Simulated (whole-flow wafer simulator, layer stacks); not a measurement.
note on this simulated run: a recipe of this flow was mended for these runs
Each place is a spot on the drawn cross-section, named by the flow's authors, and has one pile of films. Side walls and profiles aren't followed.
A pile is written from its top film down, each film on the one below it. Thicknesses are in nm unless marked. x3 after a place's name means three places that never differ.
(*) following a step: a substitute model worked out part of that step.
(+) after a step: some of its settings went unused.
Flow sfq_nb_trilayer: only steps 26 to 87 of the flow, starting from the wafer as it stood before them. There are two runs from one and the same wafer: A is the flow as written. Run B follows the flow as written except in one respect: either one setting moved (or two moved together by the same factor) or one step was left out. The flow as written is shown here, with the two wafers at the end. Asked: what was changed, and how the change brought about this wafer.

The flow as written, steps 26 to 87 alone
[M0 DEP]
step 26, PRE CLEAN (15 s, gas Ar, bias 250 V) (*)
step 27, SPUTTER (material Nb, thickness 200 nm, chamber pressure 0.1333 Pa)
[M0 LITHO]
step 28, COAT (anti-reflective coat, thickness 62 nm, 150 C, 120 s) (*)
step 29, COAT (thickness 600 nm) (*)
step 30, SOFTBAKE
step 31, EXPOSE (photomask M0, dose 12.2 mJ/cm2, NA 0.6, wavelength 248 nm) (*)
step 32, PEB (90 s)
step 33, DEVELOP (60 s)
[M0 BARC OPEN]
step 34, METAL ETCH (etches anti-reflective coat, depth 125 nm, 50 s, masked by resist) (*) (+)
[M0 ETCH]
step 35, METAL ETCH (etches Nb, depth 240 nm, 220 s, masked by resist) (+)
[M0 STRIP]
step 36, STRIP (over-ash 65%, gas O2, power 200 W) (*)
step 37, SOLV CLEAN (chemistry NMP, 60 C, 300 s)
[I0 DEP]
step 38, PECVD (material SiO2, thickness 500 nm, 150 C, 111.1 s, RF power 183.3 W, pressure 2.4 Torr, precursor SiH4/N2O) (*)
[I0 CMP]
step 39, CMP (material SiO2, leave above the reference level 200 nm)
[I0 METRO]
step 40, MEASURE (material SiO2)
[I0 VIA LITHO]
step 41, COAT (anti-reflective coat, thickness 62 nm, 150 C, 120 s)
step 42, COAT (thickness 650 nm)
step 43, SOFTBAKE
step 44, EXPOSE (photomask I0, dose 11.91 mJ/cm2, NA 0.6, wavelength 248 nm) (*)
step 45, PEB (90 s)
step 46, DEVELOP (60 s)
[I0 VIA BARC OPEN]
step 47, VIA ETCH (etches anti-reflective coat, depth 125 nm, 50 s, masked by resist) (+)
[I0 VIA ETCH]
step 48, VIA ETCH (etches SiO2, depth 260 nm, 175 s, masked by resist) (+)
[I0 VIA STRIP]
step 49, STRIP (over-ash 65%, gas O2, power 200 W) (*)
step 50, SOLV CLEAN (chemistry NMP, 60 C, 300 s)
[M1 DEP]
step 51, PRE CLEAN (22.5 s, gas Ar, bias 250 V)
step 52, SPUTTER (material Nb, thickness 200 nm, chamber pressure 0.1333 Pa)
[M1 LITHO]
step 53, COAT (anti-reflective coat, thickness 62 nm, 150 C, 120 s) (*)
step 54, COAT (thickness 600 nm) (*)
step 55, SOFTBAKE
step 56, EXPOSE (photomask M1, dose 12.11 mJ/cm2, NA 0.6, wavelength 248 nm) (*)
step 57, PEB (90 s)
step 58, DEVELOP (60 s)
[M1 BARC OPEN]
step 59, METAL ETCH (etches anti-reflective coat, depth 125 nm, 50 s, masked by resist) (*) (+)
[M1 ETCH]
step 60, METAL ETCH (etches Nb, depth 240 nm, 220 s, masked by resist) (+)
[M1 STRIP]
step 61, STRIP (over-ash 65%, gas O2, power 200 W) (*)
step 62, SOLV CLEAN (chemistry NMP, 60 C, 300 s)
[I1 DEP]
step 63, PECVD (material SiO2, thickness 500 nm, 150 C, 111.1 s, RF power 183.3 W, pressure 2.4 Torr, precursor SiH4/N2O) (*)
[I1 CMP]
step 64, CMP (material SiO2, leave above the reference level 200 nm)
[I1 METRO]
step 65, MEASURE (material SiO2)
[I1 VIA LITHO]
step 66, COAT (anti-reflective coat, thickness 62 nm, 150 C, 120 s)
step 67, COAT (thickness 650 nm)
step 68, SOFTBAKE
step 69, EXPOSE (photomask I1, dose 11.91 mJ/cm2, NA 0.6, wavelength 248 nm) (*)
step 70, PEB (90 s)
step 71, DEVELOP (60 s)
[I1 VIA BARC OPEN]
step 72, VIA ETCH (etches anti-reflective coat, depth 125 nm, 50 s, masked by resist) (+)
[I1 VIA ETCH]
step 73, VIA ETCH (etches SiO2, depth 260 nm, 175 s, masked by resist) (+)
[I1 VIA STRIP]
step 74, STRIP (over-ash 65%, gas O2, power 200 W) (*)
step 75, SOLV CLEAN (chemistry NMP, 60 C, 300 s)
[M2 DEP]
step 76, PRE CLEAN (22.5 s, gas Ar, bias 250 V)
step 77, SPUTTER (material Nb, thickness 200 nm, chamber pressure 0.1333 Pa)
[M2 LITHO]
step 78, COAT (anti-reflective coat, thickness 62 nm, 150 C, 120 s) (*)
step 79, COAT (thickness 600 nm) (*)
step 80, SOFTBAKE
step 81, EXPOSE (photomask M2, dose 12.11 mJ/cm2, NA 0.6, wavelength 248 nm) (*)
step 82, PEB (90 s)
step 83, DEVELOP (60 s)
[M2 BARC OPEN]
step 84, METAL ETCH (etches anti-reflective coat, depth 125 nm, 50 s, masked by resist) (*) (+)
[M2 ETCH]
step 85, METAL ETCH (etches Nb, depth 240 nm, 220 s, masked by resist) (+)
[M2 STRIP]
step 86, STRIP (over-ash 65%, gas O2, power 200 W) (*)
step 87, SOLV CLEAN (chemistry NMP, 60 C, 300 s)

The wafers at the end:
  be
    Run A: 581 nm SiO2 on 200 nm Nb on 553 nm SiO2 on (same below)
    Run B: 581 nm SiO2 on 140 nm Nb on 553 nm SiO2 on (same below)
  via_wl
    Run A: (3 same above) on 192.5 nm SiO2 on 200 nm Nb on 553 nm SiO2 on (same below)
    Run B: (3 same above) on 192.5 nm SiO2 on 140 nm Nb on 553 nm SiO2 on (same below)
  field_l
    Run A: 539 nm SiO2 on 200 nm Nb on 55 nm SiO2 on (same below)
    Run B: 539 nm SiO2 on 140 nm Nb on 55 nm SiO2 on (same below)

What caused this: step 27, SPUTTER: thickness 140 nm was run, while the flow as written has thickness 200 nm.
The wafer lets one read it off: be has Nb 140, and step 27 as written asks for 200 nm.

The path from the change to this, step by step:
  step 27, SPUTTER (material Nb, thickness 200 nm, chamber pressure 0.1333 Pa)
      field_l, via_wl, via_w and 100 more: A +200 Nb (new film) | B +140 Nb (new film)
      v_sur: A +200 Nb (new film) | B +136.6 Nb (new film)
      (also at 2 further places)
  step 28, COAT (anti-reflective coat, thickness 62 nm, 150 C, 120 s) (*)
      v_sur: A +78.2 anti-reflective coat (new film) | B +80.8 anti-reflective coat (new film)
      l0_sur: A +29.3 anti-reflective coat (new film) | B +28.3 anti-reflective coat (new film)
  step 35, METAL ETCH (etches Nb, depth 240 nm, 220 s, masked by resist) (+)
      moat, m0r_space_l x2: A -200 Nb (all of it), -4 SiO2 | B -140 Nb (all of it), -10 SiO2
  step 36, STRIP (over-ash 65%, gas O2, power 200 W) (*)
      v_sur: A -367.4 KrF-resist-other-grade (all of it), -78.2 anti-reflective coat (all of it) | B -367.7 KrF-resist-other-grade (all of it), -80.8 anti-reflective coat (all of it)
      l0_sur: A -370 KrF-resist-other-grade (all of it), -29.3 anti-reflective coat (all of it) | B -370.3 KrF-resist-other-grade (all of it), -28.3 anti-reflective coat (all of it)
  step 38, PECVD (material SiO2, thickness 500 nm, 150 C, 111.1 s, RF power 183.3 W, pressure 2.4 Torr, precursor SiH4/N2O) (*)
      moat, m0r_space_l x2: A +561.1 SiO2 | B +507.1 SiO2
